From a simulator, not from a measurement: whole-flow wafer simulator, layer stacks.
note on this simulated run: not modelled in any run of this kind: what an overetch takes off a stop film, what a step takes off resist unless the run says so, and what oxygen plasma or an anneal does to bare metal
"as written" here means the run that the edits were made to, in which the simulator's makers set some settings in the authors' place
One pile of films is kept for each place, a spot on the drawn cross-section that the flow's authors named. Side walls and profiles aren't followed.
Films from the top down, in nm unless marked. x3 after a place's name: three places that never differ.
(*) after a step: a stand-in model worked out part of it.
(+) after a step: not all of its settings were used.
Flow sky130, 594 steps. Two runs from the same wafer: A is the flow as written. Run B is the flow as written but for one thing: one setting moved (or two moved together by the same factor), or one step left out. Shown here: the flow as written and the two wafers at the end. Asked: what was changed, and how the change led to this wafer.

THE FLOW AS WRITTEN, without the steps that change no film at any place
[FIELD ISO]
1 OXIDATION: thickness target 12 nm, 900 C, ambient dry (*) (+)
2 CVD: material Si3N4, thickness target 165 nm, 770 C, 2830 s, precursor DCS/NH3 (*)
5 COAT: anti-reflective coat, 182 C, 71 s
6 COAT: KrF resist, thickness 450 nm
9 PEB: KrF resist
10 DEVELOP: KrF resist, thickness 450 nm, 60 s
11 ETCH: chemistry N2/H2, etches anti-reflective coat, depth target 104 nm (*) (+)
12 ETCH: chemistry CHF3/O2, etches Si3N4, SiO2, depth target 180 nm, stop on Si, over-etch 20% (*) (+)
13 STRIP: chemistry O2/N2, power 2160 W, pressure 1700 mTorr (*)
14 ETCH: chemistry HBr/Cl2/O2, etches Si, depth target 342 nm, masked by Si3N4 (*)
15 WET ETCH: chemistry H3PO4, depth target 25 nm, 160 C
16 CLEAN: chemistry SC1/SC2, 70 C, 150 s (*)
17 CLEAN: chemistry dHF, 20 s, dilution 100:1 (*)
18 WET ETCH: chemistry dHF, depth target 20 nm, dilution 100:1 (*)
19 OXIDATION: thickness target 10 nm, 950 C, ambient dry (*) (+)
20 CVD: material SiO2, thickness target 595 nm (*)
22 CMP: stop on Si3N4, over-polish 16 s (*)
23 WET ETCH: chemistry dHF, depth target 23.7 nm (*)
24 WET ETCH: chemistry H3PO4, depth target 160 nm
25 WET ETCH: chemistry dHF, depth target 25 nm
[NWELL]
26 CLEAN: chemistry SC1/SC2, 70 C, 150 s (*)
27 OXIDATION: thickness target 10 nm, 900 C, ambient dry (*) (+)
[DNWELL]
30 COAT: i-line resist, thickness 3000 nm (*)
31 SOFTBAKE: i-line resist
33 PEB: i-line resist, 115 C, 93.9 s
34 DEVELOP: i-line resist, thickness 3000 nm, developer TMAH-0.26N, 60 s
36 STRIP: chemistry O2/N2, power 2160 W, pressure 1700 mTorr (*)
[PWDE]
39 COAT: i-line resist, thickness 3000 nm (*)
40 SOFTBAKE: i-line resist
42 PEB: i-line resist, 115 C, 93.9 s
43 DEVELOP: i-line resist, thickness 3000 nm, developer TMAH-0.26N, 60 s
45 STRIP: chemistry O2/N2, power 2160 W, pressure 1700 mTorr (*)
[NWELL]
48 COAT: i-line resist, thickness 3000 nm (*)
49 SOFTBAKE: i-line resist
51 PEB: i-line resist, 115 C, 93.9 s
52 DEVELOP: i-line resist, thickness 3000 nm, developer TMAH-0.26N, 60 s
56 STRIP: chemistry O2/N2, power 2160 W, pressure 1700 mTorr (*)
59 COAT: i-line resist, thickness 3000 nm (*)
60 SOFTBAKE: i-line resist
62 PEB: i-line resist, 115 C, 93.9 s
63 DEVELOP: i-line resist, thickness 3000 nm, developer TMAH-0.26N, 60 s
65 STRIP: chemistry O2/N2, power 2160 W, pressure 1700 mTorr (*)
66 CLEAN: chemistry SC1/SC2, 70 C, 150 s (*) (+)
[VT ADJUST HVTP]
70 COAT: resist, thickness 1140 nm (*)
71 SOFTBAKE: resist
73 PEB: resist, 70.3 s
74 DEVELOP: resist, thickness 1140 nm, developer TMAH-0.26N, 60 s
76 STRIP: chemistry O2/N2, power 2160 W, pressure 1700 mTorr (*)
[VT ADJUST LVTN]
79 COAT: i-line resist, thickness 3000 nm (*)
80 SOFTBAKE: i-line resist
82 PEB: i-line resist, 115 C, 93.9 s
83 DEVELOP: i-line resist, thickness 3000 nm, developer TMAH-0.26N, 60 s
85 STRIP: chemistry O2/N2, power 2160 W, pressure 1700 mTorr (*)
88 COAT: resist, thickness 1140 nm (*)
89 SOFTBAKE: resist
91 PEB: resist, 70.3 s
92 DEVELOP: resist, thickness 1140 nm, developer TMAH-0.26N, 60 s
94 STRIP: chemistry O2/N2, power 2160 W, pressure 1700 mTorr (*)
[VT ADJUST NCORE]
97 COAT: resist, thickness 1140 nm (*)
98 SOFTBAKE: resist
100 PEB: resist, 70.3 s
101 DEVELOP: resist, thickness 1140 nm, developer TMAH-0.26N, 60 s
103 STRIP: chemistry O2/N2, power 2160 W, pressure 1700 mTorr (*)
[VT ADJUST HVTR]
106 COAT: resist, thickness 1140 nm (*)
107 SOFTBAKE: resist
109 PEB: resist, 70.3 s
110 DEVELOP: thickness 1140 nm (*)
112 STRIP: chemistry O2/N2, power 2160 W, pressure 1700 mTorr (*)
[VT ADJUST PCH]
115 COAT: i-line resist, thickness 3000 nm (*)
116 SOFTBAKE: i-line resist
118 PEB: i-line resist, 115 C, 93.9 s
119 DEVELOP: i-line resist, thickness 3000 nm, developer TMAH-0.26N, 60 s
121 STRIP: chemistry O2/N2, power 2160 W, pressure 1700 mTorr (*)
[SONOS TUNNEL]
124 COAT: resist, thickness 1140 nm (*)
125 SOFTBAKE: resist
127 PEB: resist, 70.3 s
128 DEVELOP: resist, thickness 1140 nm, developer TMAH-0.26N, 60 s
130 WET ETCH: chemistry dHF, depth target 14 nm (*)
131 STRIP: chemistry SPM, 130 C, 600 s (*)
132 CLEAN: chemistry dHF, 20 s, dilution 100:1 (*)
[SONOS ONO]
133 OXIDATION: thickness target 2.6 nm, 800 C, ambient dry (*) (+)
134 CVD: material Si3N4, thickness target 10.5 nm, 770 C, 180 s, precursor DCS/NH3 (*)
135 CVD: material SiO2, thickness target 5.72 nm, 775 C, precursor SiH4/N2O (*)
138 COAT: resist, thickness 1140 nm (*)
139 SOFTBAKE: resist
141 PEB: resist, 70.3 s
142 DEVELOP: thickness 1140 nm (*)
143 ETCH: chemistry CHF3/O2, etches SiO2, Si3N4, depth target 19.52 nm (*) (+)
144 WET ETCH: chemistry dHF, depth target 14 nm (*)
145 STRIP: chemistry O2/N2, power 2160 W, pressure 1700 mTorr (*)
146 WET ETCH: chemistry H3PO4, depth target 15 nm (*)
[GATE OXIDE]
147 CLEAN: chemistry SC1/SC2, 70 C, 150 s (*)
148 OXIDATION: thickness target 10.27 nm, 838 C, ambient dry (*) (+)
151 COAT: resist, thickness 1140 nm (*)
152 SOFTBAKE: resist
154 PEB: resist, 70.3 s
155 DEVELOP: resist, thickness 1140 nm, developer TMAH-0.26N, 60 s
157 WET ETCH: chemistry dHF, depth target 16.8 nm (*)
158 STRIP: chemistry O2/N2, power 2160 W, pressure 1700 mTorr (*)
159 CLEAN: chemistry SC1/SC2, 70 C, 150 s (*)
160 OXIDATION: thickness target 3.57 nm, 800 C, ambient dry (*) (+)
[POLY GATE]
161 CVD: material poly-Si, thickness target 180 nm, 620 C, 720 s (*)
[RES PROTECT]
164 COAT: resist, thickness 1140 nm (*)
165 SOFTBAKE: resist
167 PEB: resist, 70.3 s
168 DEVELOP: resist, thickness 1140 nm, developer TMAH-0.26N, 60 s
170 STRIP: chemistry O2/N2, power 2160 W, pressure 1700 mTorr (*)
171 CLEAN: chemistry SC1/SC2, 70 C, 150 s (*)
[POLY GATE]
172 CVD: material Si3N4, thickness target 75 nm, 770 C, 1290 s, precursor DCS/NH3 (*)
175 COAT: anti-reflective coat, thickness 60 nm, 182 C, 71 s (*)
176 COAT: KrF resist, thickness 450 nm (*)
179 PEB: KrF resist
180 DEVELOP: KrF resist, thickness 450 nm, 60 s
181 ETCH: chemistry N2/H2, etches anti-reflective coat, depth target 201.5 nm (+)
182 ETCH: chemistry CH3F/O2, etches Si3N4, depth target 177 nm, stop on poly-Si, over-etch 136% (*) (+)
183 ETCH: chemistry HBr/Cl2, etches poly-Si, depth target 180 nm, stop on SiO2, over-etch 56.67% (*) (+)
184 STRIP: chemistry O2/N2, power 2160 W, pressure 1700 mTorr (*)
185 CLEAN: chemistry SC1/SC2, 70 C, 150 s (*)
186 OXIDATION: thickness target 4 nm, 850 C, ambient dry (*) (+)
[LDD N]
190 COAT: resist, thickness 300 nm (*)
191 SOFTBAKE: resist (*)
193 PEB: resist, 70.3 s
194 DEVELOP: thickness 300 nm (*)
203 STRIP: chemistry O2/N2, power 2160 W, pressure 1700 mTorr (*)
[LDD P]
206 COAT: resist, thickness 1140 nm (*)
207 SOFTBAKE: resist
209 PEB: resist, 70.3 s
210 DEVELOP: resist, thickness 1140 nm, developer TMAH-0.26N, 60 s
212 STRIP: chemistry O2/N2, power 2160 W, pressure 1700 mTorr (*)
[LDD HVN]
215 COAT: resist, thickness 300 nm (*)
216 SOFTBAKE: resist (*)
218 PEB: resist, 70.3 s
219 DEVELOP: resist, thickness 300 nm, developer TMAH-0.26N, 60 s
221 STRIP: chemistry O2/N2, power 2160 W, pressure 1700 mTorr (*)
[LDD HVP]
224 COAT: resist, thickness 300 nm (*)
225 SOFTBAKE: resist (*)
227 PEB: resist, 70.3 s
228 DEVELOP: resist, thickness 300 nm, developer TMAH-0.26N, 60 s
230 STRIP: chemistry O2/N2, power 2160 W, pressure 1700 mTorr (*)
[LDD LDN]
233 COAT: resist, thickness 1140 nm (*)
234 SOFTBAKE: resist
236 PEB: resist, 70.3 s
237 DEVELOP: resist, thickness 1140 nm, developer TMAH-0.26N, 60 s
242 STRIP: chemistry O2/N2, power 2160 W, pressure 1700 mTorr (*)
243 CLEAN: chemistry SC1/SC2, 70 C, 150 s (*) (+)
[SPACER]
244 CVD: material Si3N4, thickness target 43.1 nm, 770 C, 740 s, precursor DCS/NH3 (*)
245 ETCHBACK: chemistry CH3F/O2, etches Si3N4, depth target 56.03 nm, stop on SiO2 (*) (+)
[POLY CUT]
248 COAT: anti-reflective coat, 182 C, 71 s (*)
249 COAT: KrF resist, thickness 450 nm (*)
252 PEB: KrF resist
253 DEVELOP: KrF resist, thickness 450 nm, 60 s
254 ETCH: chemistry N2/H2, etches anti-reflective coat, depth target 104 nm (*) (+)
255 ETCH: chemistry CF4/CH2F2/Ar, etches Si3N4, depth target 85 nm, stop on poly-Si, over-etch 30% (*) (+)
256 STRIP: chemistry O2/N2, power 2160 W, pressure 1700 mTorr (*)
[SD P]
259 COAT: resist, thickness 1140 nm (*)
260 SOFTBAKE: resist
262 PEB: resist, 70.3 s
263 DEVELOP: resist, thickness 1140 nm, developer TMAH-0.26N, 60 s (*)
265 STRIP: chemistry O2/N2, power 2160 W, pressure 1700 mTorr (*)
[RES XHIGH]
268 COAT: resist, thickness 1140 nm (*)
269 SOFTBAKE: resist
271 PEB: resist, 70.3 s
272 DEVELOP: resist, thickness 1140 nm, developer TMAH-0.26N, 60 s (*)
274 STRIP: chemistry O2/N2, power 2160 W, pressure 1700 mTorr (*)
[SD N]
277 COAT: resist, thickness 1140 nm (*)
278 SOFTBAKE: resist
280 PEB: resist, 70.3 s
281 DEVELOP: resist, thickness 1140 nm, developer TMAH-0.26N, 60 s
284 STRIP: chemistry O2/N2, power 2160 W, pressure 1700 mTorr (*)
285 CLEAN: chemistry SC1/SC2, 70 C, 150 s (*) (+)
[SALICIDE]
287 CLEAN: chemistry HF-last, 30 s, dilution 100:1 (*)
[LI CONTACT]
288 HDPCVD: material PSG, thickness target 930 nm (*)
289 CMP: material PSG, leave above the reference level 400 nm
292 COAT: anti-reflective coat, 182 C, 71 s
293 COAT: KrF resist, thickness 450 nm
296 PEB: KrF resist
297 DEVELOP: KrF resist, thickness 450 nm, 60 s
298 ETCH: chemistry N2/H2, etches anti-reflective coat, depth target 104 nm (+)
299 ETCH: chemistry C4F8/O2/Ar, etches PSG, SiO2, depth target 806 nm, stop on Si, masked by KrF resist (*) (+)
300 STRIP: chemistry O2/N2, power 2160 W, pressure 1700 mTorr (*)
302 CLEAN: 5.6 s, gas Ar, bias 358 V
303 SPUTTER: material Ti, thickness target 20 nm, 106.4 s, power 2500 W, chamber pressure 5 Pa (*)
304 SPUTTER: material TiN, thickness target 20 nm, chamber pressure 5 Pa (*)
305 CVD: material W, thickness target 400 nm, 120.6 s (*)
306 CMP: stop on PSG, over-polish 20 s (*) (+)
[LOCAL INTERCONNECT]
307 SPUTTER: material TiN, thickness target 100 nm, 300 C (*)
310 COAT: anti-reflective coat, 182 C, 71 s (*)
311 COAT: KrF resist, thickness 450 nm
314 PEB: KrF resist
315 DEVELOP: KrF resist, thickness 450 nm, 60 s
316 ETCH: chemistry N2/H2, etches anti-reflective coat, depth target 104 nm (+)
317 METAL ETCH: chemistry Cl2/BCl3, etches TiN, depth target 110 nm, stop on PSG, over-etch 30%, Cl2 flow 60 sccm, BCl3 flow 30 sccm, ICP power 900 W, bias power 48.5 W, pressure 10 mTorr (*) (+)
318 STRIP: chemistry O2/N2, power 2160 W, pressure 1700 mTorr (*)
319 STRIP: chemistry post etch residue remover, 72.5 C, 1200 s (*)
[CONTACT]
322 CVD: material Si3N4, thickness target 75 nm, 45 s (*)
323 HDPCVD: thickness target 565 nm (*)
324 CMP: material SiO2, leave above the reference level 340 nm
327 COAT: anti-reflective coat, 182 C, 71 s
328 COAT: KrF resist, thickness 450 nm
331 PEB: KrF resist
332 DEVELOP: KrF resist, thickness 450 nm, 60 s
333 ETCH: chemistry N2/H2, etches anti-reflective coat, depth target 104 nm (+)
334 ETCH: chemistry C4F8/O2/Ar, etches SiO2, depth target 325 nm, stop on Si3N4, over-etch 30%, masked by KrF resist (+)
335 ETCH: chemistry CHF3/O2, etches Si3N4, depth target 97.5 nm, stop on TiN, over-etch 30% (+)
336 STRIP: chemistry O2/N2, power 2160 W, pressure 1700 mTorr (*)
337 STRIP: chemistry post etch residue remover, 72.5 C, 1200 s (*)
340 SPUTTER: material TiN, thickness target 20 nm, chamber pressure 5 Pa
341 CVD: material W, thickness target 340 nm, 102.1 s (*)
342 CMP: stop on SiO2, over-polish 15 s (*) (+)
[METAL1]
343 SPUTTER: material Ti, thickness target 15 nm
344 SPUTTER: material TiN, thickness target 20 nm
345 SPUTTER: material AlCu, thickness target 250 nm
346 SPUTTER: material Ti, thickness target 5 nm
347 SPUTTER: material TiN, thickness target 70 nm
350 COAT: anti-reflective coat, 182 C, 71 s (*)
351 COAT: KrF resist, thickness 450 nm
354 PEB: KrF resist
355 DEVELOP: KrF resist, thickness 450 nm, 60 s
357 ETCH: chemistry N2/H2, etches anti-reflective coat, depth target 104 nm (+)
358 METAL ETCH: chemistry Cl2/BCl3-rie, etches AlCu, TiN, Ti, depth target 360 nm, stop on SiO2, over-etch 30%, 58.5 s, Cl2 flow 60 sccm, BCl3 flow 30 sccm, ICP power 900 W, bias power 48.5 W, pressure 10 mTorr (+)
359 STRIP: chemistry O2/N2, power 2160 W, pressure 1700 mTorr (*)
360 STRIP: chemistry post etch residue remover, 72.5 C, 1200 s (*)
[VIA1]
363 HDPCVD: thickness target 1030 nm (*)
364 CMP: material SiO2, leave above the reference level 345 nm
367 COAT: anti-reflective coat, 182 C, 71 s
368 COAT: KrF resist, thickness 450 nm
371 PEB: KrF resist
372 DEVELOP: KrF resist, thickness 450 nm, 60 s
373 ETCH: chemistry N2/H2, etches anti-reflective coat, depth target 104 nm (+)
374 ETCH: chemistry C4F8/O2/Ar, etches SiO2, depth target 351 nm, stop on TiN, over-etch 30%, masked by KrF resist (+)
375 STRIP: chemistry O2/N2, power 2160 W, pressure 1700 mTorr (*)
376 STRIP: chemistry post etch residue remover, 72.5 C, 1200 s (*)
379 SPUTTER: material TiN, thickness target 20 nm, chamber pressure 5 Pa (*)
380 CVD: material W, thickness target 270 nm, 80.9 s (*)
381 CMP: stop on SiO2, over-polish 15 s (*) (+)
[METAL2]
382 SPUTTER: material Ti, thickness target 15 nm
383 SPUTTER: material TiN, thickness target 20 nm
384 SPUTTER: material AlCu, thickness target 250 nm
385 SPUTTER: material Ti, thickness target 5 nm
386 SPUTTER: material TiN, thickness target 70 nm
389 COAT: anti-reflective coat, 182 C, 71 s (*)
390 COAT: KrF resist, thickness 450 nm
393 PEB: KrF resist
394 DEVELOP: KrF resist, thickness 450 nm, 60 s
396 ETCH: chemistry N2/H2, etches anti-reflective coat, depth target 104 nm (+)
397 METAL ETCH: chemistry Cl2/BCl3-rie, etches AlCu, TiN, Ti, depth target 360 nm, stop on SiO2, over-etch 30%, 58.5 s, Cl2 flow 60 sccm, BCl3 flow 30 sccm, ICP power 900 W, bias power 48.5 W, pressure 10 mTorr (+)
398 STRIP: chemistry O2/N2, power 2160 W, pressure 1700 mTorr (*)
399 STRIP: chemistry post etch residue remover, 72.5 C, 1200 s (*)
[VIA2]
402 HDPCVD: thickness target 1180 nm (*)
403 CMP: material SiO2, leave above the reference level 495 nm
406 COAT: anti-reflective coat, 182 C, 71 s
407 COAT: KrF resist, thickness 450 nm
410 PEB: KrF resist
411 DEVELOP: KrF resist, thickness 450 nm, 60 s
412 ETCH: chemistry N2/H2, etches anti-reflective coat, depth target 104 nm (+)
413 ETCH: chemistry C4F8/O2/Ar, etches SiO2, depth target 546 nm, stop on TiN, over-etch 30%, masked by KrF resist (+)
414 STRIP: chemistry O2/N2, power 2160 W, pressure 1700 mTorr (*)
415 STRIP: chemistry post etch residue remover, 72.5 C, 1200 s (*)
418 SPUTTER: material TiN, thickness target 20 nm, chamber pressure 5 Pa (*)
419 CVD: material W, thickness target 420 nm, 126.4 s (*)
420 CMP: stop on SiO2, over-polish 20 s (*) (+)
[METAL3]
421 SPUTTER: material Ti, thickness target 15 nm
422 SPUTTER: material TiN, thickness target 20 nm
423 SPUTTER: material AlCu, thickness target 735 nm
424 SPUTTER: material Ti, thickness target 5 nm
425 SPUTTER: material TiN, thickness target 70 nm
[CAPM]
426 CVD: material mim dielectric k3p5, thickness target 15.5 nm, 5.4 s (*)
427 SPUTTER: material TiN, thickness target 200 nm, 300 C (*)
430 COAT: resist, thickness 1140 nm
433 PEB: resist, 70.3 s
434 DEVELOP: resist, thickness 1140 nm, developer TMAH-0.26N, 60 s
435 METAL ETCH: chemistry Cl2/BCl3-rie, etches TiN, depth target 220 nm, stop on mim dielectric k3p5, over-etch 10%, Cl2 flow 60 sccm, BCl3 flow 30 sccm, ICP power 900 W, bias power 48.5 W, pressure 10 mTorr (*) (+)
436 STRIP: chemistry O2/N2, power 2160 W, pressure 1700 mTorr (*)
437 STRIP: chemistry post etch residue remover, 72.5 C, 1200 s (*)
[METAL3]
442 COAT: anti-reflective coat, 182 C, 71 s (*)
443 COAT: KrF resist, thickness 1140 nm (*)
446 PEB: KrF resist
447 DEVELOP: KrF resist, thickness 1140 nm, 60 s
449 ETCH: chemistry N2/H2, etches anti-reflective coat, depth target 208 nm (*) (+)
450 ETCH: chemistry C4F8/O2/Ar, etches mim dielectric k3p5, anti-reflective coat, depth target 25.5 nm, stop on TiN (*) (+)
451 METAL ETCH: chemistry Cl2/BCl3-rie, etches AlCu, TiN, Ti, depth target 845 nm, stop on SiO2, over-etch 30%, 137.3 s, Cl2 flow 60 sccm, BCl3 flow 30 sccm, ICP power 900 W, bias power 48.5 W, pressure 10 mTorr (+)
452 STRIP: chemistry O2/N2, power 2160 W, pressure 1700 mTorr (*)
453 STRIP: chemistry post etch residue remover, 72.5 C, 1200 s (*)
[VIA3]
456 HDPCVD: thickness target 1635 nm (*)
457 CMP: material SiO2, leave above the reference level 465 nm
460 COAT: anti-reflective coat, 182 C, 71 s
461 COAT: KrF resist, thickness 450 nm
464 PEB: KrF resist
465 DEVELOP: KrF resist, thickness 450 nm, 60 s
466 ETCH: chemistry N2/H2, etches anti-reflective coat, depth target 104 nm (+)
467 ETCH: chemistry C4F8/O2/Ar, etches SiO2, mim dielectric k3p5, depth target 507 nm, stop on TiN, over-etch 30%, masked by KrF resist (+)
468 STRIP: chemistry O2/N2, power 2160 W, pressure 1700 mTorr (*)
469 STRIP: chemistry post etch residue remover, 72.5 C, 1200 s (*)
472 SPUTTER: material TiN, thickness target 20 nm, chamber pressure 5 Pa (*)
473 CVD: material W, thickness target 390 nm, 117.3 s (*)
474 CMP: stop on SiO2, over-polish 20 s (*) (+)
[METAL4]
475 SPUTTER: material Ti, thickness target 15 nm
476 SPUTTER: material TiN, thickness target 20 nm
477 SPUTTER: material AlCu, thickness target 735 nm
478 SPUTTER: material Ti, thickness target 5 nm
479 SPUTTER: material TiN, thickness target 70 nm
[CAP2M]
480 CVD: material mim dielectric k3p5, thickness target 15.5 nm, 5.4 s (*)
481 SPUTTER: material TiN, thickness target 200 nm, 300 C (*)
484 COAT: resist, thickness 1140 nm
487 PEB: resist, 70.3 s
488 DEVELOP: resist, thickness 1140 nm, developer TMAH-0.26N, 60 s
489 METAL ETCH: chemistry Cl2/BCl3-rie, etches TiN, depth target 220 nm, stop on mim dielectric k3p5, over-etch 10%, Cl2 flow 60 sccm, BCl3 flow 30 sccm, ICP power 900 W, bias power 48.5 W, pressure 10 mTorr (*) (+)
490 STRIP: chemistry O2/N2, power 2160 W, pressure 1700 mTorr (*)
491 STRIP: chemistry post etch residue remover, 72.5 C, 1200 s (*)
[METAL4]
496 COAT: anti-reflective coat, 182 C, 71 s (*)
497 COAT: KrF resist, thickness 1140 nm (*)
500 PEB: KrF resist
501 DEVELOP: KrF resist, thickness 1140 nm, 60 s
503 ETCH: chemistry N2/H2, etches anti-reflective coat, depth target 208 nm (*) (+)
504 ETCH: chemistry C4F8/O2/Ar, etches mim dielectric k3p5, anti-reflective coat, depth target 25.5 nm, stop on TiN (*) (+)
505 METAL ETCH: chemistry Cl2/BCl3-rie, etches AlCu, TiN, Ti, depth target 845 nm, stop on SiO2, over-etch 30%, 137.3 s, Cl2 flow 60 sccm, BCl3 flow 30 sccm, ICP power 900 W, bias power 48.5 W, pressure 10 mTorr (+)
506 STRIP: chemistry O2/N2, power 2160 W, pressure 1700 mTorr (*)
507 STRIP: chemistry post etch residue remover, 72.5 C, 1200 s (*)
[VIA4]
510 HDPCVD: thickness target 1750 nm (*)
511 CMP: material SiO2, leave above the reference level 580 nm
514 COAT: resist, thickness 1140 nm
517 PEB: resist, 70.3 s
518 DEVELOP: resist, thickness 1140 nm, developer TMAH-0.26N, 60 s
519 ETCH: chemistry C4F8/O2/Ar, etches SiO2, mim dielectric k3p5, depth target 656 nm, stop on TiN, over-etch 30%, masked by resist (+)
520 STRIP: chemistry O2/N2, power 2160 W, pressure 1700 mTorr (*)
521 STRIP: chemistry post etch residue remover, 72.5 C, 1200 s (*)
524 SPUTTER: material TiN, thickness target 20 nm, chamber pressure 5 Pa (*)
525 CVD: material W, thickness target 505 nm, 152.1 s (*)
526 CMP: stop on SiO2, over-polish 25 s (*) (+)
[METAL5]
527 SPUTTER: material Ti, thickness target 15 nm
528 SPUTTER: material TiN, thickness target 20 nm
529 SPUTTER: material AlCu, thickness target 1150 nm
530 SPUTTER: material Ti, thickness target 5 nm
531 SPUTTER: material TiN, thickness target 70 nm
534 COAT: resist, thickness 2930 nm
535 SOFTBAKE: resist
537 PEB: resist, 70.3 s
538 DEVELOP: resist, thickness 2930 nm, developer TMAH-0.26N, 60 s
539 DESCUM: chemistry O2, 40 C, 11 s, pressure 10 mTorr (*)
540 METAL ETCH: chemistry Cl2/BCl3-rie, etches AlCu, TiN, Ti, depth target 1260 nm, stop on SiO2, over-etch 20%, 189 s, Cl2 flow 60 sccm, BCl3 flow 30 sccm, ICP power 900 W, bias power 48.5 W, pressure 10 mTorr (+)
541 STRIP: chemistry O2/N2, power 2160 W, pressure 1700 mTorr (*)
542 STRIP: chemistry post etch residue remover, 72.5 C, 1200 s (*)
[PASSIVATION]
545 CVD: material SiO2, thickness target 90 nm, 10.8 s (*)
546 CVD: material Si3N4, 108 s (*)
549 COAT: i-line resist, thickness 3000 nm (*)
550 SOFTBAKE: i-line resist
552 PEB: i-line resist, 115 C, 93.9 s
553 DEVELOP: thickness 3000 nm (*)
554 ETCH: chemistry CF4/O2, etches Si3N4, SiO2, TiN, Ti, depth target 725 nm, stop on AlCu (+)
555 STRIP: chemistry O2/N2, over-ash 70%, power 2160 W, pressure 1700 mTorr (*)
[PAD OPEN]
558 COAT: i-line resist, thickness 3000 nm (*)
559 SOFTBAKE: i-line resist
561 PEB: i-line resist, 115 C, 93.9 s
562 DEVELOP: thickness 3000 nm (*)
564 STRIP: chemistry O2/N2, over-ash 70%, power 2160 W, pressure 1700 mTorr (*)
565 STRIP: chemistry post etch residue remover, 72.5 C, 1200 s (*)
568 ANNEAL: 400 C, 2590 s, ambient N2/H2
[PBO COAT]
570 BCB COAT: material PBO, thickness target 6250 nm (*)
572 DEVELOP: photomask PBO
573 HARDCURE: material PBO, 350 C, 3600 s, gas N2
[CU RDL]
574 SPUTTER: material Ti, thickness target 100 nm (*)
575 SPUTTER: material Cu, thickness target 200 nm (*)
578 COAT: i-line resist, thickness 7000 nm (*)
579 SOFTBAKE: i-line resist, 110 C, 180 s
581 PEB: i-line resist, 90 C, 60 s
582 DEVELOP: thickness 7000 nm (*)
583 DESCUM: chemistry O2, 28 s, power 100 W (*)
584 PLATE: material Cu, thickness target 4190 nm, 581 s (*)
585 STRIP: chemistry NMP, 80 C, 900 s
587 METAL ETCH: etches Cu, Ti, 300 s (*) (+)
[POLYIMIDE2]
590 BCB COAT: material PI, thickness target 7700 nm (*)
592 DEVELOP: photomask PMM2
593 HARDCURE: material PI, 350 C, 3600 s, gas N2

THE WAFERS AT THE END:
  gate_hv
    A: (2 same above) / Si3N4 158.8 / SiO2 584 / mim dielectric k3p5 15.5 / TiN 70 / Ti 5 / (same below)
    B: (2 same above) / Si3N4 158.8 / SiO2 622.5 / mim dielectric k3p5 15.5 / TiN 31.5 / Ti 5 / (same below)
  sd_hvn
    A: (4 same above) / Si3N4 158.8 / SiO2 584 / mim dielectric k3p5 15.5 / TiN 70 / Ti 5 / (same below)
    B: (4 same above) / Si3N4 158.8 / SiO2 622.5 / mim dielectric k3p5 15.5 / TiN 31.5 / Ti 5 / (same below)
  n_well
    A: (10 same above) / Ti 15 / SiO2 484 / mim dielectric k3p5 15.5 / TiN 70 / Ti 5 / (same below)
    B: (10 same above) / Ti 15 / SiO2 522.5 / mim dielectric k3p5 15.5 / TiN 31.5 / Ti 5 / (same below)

The cause: step 479, SPUTTER: thickness target 31.5 nm was run, where the flow has thickness target 70 nm.
It can be read off the wafer: gate_hv has TiN 31.5, and step 479 as written asks for 70 nm.

How the change led to this, step by step:
  479 SPUTTER: material TiN, thickness target 70 nm
      field, active, n_well and 189 more: A TiN +70 (new film) | B TiN +31.5 (new film)
  505 METAL ETCH: chemistry Cl2/BCl3-rie, etches AlCu, TiN, Ti, depth target 845 nm, stop on SiO2, over-etch 30%, 137.3 s, Cl2 flow 60 sccm, BCl3 flow 30 sccm, ICP power 900 W, bias power 48.5 W, pressure 10 mTorr (+)
      field, gate, spacer and 68 more: A TiN -70 (all of it), Ti -5 (all of it), AlCu -735 (all of it), TiN -20 (all of it), Ti -15 (all of it), SiO2 -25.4 | B TiN -31.5 (all of it), Ti -5 (all of it), AlCu -735 (all of it), TiN -20 (all of it), Ti -15 (all of it), SiO2 -29.2
      active, vpp_iso1, mim_edge_plate and 14 more: A TiN -70 (all of it), Ti -5 (all of it), AlCu -735 (all of it), TiN -20 (all of it), Ti -15 (all of it), SiO2 -25.3 | B TiN -31.5 (all of it), Ti -5 (all of it), AlCu -735 (all of it), TiN -20 (all of it), Ti -15 (all of it), SiO2 -29.2
  511 CMP: material SiO2, leave above the reference level 580 nm
      n_well, p_well, gate_hv and 99 more: A SiO2 -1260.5 | B SiO2 -1222
      m1, via3_hole: A SiO2 -1259.9 | B SiO2 -1221.4
      (and at 1 more place)
  519 ETCH: chemistry C4F8/O2/Ar, etches SiO2, mim dielectric k3p5, depth target 656 nm, stop on TiN, over-etch 30%, masked by resist (+)
      m1: A SiO2 -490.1 (all of it), mim dielectric k3p5 -15.5 (all of it) | B SiO2 -528.6 (all of it), mim dielectric k3p5 -15.5 (all of it)
      via4_hole: A SiO2 -489.5 (all of it), mim dielectric k3p5 -15.5 (all of it) | B SiO2 -528 (all of it), mim dielectric k3p5 -15.5 (all of it)
  525 CVD: material W, thickness target 505 nm, 152.1 s (*)
      m1: A W +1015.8 (new film) | B W +1054.5 (new film)
      via4_hole: A W +1015.2 (new film) | B W +1053.9 (new film)
